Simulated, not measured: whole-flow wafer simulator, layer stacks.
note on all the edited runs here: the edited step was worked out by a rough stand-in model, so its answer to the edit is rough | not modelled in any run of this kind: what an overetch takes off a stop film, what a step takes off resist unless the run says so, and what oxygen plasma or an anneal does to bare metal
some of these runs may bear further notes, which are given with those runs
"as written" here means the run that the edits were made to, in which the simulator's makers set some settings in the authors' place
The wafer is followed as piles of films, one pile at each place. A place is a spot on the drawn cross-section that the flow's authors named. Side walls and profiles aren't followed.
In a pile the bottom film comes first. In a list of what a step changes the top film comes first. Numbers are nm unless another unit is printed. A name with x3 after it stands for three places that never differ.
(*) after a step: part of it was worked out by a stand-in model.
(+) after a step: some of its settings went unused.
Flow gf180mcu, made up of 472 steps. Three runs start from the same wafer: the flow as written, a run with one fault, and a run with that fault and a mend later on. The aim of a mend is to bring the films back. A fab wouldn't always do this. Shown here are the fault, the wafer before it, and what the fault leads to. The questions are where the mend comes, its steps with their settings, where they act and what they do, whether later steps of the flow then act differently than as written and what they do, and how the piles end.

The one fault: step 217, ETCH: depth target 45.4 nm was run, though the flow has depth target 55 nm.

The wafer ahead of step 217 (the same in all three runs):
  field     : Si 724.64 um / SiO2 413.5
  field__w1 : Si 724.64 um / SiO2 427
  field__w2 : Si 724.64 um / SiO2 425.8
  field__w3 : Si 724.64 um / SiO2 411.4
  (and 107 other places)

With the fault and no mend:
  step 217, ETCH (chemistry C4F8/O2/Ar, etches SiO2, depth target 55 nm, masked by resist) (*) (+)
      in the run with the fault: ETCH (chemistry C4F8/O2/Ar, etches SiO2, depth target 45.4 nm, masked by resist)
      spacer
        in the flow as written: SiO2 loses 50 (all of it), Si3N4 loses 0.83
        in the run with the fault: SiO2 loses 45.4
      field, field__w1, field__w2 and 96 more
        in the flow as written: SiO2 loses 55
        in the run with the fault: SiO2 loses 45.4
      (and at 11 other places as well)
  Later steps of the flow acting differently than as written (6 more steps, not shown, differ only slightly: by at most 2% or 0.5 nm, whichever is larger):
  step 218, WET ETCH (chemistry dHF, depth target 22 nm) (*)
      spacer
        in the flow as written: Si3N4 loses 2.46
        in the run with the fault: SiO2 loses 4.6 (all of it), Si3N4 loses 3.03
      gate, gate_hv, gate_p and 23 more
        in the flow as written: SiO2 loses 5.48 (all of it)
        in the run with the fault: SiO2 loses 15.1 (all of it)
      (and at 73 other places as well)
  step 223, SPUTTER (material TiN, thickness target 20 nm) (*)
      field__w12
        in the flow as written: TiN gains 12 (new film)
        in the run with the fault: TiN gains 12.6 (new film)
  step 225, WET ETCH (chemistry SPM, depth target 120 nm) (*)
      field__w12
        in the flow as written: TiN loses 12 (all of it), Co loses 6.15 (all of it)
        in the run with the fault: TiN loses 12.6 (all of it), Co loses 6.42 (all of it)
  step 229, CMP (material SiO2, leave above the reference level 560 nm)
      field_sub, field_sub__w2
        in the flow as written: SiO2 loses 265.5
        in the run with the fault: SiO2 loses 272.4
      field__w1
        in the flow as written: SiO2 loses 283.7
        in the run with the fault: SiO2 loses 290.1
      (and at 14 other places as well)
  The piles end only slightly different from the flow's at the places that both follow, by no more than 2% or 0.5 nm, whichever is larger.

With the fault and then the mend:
  The mend follows step 217.
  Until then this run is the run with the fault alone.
  step 217a, ETCH (chemistry C4F8/O2/Ar, etches SiO2, depth target 9.6 nm, masked by resist) (*) (+) (the flow's step 217 again, with other settings)
      field, field__w1, field__w2 and 96 more
        SiO2 loses 9.6
      field__w5, field__w9, field__w13 and 8 more
        resist loses 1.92
      spacer
        SiO2 loses 4.6 (all of it), Si3N4 loses 0.83
  None of the later steps of the flow acts differently than as written at any place that is followed.
  At every place that both follow, the piles at the end match the flow's.
